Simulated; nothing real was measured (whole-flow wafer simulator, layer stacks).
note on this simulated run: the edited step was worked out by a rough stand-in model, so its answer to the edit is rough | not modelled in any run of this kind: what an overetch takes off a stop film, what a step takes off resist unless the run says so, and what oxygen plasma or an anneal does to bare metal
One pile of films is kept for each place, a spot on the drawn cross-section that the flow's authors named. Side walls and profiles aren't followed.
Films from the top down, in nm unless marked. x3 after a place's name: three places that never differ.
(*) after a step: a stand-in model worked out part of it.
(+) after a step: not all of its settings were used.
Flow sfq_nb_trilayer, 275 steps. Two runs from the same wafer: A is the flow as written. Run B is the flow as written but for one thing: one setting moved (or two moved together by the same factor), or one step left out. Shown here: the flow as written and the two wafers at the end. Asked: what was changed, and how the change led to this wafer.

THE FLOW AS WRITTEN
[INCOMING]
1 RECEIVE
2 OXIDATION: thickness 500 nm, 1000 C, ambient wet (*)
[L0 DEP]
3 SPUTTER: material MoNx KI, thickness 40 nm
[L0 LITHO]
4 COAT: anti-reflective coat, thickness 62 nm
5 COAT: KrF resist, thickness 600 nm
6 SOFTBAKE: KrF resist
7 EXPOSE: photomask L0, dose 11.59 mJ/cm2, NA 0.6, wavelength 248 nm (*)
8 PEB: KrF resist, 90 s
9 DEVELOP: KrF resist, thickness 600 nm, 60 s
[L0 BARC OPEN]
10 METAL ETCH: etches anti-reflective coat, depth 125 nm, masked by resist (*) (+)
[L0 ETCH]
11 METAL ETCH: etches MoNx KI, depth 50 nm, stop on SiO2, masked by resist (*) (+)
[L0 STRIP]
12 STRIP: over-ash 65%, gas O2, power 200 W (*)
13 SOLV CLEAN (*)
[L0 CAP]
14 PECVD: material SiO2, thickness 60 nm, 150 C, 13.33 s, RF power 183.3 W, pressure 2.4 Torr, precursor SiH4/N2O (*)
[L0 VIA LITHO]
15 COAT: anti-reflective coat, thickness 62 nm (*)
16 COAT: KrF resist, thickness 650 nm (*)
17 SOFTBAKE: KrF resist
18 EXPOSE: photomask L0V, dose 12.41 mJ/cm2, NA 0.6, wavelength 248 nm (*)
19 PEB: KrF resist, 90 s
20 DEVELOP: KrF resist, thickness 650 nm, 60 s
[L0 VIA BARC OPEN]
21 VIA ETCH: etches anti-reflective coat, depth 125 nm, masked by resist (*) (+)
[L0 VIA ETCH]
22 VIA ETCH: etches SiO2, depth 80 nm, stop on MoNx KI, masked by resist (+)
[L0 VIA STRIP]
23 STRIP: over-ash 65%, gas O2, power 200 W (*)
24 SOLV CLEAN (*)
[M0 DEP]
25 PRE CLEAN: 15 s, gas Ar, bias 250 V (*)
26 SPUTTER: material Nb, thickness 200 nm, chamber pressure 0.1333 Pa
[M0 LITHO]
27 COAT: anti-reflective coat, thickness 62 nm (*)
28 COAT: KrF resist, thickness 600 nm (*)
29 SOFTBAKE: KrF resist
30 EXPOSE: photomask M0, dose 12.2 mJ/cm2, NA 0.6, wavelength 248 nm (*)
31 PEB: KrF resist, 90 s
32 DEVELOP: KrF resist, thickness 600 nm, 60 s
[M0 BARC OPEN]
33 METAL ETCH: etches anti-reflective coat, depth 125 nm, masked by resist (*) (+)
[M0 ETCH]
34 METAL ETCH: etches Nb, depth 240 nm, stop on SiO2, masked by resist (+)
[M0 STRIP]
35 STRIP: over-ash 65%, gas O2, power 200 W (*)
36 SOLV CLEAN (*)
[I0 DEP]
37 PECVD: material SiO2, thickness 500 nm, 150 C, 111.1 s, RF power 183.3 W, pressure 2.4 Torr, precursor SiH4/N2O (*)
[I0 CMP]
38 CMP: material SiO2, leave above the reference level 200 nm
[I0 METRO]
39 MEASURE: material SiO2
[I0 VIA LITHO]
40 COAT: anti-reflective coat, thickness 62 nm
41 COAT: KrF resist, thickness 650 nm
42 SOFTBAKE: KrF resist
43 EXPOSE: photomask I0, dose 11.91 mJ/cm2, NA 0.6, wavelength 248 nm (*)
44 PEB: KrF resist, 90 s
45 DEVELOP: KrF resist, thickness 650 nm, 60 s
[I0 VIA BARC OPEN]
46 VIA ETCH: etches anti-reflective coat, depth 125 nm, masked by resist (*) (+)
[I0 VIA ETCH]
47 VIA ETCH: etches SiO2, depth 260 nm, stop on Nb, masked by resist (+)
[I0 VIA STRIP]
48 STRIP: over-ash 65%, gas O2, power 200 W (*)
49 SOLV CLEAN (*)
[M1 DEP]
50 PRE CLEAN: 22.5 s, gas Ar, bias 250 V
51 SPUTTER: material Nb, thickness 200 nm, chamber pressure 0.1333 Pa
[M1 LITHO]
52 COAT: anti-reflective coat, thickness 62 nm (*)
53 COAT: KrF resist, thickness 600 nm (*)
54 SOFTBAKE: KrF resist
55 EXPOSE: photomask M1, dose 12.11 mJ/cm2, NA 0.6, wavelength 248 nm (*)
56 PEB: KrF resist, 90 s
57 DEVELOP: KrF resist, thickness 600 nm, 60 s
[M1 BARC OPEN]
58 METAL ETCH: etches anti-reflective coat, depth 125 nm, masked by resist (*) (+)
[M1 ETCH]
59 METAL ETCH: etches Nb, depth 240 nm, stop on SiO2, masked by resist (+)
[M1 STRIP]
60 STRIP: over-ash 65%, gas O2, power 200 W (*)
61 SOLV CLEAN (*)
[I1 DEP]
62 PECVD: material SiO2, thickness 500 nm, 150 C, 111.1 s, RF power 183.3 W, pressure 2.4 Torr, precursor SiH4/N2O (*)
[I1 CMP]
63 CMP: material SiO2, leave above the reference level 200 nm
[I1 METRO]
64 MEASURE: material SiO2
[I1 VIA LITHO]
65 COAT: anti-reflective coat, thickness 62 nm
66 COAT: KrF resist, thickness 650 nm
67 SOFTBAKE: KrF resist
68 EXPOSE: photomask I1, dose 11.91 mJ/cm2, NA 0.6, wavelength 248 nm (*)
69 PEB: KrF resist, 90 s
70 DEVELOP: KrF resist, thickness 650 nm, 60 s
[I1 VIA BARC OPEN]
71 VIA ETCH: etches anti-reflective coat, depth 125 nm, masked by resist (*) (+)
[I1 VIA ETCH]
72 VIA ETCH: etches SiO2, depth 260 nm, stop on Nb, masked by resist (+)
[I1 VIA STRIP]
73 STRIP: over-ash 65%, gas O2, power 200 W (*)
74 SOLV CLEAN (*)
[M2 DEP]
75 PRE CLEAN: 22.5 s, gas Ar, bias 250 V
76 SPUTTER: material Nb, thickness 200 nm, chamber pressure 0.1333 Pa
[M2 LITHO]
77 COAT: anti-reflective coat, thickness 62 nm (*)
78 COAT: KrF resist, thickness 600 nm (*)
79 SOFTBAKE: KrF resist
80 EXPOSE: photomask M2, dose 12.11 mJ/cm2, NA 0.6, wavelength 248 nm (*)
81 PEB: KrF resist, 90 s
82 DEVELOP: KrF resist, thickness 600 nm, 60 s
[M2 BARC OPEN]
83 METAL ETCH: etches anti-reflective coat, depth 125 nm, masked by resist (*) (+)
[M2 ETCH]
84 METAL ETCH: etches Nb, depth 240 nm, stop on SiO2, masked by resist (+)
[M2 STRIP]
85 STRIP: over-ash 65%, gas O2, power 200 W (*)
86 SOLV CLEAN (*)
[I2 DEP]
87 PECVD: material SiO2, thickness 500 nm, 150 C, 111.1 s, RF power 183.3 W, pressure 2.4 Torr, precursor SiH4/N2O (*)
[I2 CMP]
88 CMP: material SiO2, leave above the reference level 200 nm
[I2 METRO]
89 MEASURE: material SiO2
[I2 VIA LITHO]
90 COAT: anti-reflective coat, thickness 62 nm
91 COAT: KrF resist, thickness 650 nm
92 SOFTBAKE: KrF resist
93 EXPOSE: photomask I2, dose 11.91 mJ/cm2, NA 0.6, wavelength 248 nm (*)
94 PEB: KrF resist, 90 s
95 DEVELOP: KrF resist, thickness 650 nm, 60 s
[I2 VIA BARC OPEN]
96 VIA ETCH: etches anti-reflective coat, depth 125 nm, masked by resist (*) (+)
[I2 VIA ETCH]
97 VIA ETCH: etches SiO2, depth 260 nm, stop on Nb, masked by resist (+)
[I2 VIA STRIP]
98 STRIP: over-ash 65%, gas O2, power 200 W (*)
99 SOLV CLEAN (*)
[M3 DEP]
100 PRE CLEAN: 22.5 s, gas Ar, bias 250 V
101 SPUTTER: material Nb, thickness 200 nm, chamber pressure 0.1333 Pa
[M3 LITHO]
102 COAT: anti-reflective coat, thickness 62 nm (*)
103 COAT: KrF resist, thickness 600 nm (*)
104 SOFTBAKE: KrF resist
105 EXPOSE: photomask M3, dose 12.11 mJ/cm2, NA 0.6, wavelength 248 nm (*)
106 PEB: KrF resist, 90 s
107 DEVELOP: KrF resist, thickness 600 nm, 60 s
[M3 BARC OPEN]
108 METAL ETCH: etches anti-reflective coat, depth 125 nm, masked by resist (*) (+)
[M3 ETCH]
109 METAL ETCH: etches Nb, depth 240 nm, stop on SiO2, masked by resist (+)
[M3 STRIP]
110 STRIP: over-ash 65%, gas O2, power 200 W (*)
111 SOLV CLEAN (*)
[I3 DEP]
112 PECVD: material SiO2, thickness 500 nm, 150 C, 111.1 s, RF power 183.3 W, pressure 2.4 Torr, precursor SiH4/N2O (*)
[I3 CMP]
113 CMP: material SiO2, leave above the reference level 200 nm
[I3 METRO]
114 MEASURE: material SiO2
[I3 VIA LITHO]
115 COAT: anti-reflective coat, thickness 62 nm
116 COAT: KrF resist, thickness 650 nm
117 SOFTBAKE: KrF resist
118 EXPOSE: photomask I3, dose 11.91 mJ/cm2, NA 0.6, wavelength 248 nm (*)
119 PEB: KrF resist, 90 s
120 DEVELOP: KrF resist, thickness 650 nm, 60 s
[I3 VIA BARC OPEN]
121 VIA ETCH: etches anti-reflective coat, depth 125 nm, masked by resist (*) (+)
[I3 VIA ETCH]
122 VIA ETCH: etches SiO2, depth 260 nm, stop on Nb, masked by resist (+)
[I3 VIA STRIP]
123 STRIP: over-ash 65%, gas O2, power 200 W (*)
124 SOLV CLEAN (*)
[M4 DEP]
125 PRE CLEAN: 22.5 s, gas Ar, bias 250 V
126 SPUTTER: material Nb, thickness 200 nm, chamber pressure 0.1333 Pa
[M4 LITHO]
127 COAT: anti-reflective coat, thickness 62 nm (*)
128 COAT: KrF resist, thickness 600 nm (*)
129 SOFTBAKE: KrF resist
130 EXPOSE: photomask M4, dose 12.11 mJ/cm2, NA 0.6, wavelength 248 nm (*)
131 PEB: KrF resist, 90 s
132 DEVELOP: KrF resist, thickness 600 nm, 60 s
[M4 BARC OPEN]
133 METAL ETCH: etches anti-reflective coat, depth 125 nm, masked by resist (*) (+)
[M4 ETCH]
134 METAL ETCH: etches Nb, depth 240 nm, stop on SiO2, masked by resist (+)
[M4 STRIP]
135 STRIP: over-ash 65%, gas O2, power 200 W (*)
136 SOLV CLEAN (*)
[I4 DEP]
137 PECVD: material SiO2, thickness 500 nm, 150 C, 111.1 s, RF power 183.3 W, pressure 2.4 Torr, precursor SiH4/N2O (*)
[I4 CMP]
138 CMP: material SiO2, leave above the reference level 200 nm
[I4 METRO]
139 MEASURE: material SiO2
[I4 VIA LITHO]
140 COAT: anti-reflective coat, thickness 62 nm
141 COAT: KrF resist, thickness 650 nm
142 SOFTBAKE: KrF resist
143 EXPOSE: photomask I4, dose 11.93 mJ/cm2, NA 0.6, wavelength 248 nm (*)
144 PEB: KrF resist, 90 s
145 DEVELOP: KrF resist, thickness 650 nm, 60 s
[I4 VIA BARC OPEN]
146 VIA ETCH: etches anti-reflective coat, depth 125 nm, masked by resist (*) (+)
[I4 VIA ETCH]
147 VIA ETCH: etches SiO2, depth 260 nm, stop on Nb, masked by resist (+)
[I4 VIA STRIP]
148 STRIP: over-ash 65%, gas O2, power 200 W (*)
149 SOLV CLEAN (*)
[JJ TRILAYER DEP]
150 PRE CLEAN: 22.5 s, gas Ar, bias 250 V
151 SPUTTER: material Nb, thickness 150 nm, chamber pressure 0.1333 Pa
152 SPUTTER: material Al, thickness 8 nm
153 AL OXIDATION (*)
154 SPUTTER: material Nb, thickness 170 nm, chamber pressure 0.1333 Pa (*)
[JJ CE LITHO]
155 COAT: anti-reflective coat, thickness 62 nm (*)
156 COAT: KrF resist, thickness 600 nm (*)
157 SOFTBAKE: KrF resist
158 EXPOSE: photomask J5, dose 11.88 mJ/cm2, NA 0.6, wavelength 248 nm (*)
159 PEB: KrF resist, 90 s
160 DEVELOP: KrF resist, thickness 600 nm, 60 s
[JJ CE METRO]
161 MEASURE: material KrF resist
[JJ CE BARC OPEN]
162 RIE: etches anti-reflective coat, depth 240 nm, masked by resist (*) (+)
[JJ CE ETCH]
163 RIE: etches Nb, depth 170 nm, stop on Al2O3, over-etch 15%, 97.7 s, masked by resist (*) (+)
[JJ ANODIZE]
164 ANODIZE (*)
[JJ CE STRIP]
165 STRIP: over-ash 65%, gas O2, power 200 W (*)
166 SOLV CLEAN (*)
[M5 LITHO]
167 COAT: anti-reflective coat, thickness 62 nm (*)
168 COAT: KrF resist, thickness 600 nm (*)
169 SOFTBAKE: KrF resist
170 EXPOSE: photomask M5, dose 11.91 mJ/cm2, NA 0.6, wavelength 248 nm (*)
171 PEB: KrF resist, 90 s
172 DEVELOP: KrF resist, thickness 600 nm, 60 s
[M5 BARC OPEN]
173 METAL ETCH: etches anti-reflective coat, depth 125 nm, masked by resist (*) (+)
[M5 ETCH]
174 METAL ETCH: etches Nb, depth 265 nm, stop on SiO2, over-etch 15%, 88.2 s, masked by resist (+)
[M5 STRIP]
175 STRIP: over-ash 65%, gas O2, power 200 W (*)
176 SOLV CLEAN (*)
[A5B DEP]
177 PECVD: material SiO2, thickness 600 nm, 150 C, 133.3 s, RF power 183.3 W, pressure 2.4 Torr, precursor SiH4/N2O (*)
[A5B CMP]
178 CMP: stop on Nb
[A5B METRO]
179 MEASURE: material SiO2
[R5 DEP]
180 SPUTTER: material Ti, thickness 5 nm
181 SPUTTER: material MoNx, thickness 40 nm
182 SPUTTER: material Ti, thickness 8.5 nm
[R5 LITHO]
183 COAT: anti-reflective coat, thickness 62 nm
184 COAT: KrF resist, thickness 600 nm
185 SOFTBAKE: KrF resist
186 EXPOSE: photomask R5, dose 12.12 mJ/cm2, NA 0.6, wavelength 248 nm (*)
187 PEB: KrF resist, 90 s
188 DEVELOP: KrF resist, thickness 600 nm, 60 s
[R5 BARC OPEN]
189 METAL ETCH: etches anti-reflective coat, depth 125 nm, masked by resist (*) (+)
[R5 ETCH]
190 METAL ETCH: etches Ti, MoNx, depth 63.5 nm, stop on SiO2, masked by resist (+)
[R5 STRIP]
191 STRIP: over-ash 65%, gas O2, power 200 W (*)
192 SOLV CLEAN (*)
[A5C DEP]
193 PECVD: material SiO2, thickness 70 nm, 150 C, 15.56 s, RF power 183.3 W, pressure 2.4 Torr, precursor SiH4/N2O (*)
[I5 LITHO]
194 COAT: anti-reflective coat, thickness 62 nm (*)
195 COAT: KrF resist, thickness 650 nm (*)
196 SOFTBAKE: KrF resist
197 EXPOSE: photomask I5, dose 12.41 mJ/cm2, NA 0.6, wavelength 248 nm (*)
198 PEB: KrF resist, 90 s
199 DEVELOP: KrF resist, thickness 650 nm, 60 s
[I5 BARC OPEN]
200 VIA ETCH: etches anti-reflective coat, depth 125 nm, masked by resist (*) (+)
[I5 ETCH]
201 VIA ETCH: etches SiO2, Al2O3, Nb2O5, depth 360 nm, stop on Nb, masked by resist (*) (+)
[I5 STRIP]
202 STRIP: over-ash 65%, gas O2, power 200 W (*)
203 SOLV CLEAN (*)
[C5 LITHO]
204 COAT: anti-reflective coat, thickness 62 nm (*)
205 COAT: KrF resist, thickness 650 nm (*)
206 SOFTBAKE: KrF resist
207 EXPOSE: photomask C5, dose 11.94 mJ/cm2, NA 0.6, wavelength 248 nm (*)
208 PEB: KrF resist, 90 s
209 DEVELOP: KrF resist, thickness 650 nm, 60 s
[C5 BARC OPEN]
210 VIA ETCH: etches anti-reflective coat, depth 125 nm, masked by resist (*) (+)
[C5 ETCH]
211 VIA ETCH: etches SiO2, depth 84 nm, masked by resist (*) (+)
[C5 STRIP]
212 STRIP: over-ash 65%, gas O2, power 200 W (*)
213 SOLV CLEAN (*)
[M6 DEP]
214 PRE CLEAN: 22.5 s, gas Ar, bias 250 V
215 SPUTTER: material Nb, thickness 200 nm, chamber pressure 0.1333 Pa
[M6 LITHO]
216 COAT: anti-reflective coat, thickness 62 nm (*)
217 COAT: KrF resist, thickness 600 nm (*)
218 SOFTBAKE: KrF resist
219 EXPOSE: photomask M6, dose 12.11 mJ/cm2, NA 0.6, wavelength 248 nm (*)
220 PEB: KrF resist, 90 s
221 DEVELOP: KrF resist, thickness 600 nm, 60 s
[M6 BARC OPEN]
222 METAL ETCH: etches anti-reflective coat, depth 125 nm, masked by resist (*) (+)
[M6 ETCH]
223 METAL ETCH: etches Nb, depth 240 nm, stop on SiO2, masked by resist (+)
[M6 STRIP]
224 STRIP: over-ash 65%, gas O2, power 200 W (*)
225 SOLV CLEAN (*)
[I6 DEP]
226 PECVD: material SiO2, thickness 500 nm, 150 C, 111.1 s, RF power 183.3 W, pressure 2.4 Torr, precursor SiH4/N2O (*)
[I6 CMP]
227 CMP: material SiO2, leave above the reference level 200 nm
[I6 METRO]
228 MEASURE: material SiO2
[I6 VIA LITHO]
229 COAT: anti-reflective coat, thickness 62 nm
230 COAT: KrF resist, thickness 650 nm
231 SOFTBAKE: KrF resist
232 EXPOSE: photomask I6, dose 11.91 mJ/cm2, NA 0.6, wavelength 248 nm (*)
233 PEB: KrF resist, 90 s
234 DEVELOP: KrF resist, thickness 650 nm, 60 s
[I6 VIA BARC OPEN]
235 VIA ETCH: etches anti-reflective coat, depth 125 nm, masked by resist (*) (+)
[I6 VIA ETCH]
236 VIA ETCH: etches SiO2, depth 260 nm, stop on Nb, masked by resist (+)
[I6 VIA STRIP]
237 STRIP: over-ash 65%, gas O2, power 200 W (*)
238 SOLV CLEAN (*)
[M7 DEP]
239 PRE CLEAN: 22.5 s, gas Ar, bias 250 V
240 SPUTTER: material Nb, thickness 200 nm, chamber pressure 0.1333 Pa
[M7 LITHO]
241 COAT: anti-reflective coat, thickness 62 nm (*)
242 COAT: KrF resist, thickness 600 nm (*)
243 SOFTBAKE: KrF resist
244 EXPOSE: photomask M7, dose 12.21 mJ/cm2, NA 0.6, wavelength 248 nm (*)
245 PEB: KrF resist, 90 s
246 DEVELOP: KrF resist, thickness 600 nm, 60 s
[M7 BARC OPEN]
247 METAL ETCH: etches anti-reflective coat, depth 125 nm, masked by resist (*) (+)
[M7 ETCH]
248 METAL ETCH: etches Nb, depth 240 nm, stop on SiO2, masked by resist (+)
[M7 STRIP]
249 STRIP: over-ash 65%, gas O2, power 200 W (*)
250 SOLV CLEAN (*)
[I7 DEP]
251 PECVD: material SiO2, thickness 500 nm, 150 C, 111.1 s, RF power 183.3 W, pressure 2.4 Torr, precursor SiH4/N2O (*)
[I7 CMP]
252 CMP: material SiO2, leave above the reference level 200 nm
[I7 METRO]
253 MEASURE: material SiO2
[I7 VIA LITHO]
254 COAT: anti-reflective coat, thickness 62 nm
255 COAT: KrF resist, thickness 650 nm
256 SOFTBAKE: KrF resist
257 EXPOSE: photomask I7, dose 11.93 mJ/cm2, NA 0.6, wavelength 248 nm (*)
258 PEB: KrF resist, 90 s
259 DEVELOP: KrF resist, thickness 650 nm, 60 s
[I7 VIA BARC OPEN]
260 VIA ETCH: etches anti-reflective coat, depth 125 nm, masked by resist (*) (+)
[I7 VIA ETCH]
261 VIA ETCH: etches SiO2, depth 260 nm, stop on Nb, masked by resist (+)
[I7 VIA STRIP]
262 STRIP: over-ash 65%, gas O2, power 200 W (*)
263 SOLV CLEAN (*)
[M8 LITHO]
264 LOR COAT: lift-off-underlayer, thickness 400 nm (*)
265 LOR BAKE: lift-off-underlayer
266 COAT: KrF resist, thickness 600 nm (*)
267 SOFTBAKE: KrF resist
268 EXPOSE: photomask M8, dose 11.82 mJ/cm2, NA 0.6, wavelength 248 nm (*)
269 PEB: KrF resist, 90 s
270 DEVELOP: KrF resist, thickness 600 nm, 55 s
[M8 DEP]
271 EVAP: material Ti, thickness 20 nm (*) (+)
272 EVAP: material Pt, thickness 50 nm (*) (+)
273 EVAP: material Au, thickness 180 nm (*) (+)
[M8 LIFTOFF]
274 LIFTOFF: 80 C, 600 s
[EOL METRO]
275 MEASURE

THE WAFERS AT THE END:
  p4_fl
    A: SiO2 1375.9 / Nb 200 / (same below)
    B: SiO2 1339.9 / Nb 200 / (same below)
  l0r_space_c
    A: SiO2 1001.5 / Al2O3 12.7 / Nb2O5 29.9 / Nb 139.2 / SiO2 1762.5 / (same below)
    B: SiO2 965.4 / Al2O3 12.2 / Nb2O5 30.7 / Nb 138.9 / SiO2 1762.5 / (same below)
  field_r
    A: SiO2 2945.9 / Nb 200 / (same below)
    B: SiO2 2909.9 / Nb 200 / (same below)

The cause: step 154, SPUTTER: thickness 134 nm was run, where the flow has thickness 170 nm.

How the change led to this, step by step:
  154 SPUTTER: material Nb, thickness 170 nm, chamber pressure 0.1333 Pa (*)
      field_l, v_sur, via_sp and 100 more: A Nb +170 (new film) | B Nb +134 (new film)
      via_wl, via_wr: A Nb +140.7 (new film) | B Nb +110.8 (new film)
      (and at 1 more place)
  155 COAT: anti-reflective coat, thickness 62 nm (*)
      via_wl, via_wr: A anti-reflective coat +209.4 (new film) | B anti-reflective coat +200.1 (new film)
      via_w: A anti-reflective coat +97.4 (new film) | B anti-reflective coat +94.5 (new film)
  162 RIE: etches anti-reflective coat, depth 240 nm, masked by resist (*) (+)
      ce_l, c5j, ce_r, wl_jj: A KrF resist -209.4 | B KrF resist -200.1
      via_wl, via_wr: A anti-reflective coat -209.4 (all of it) | B anti-reflective coat -200.1 (all of it)
      (and at 1 more place)
  163 RIE: etches Nb, depth 170 nm, stop on Al2O3, over-etch 15%, 97.7 s, masked by resist (*) (+)
      field_l, v_sur, via_sp and 96 more: A Nb -170 (all of it), Al2O3 -0.51 | B Nb -134 (all of it), Al2O3 -0.96 (all of it)
      via_wl, via_wr: A Nb -140.7 (all of it), Al2O3 -0.96 (all of it) | B Nb -110.8 (all of it), Al2O3 -0.96 (all of it)
      (and at 1 more place)
  164 ANODIZE (*)
      field_l, v_sur, via_sp and 96 more: A Al2O3 +12.2, Nb2O5 +29.9 (new film), Al -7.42 (all of it), Nb -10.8 | B Al2O3 +12.2 (new film), Nb2O5 +30.7 (new film), Al -7.42 (all of it), Nb -11.1
  165 STRIP: over-ash 65%, gas O2, power 200 W (*)
      ce_l: A KrF resist -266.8 (all of it), anti-reflective coat -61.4 (all of it) | B KrF resist -276 (all of it), anti-reflective coat -61.4 (all of it)
      c5j: A KrF resist -266.9 (all of it), anti-reflective coat -61.5 (all of it) | B KrF resist -276.1 (all of it), anti-reflective coat -61.5 (all of it)
      (and at 2 more places)
  167 COAT: anti-reflective coat, thickness 62 nm (*)
      wl_j_sl, wl_j_sr: A anti-reflective coat +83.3 (new film) | B anti-reflective coat +78.6 (new film)
      jj_sur: A anti-reflective coat +82.6 (new film) | B anti-reflective coat +78.2 (new film)
      (and at 5 more places)
  168 COAT: KrF resist, thickness 600 nm (*)
      ce_l: A KrF resist +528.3 (new film) | B KrF resist +550.7 (new film)
      c5j: A KrF resist +507.6 (new film) | B KrF resist +530.7 (new film)
      (and at 2 more places)
  174 METAL ETCH: etches Nb, depth 265 nm, stop on SiO2, over-etch 15%, 88.2 s, masked by resist (+)
      field_l, r_sur, res and 50 more: A Al2O3 -12.6 (all of it), Nb2O5 -29.9 (all of it), Nb -139.2 (all of it), SiO2 -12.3 | B Al2O3 -12.2 (all of it), Nb2O5 -30.7 (all of it), Nb -138.9 (all of it), SiO2 -12.3
  175 STRIP: over-ash 65%, gas O2, power 200 W (*)
      jj_sur: A KrF resist -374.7 (all of it), anti-reflective coat -82.6 (all of it) | B KrF resist -372 (all of it), anti-reflective coat -78.2 (all of it)
      ce_l: A KrF resist -299.6 (all of it), anti-reflective coat -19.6 (all of it) | B KrF resist -322 (all of it), anti-reflective coat -23.9 (all of it)
      (and at 6 more places)
  178 CMP: stop on Nb
      v_sur, via_sp, via_v and 43 more: A SiO2 -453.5 | B SiO2 -489.6
      field_l, p4_fl, p4_fm and 39 more: A SiO2 -259.3 | B SiO2 -295.3
      (and at 14 more places)
  201 VIA ETCH: etches SiO2, Al2O3, Nb2O5, depth 360 nm, stop on Nb, masked by resist (*) (+)
      be: A SiO2 -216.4 (all of it), Al2O3 -12.7 (all of it), Nb2O5 -29.9 (all of it) | B SiO2 -180.3 (all of it), Al2O3 -12.2 (all of it), Nb2O5 -30.7 (all of it)
  204 COAT: anti-reflective coat, thickness 62 nm (*)
      wire: A anti-reflective coat +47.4 (new film) | B anti-reflective coat +48.5 (new film)
      be: A anti-reflective coat +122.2 (new film) | B anti-reflective coat +116.9 (new film)
      (and at 1 more place)
  205 COAT: KrF resist, thickness 650 nm (*)
      be: A KrF resist +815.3 (new film) | B KrF resist +789.8 (new film)
  212 STRIP: over-ash 65%, gas O2, power 200 W (*)
      wire: A KrF resist -555.8 (all of it), anti-reflective coat -47.4 (all of it) | B KrF resist -557.8 (all of it), anti-reflective coat -48.5 (all of it)
      be: A KrF resist -728.2 (all of it), anti-reflective coat -122.2 (all of it) | B KrF resist -702.7 (all of it), anti-reflective coat -116.9 (all of it)
      (and at 1 more place)
  215 SPUTTER: material Nb, thickness 200 nm, chamber pressure 0.1333 Pa
      be: A Nb +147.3 | B Nb +155.6
  ... 3 more steps ...
  226 PECVD: material SiO2, thickness 500 nm, 150 C, 111.1 s, RF power 183.3 W, pressure 2.4 Torr, precursor SiH4/N2O (*)
      be: A SiO2 +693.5 (new film) | B SiO2 +649.6 (new film)
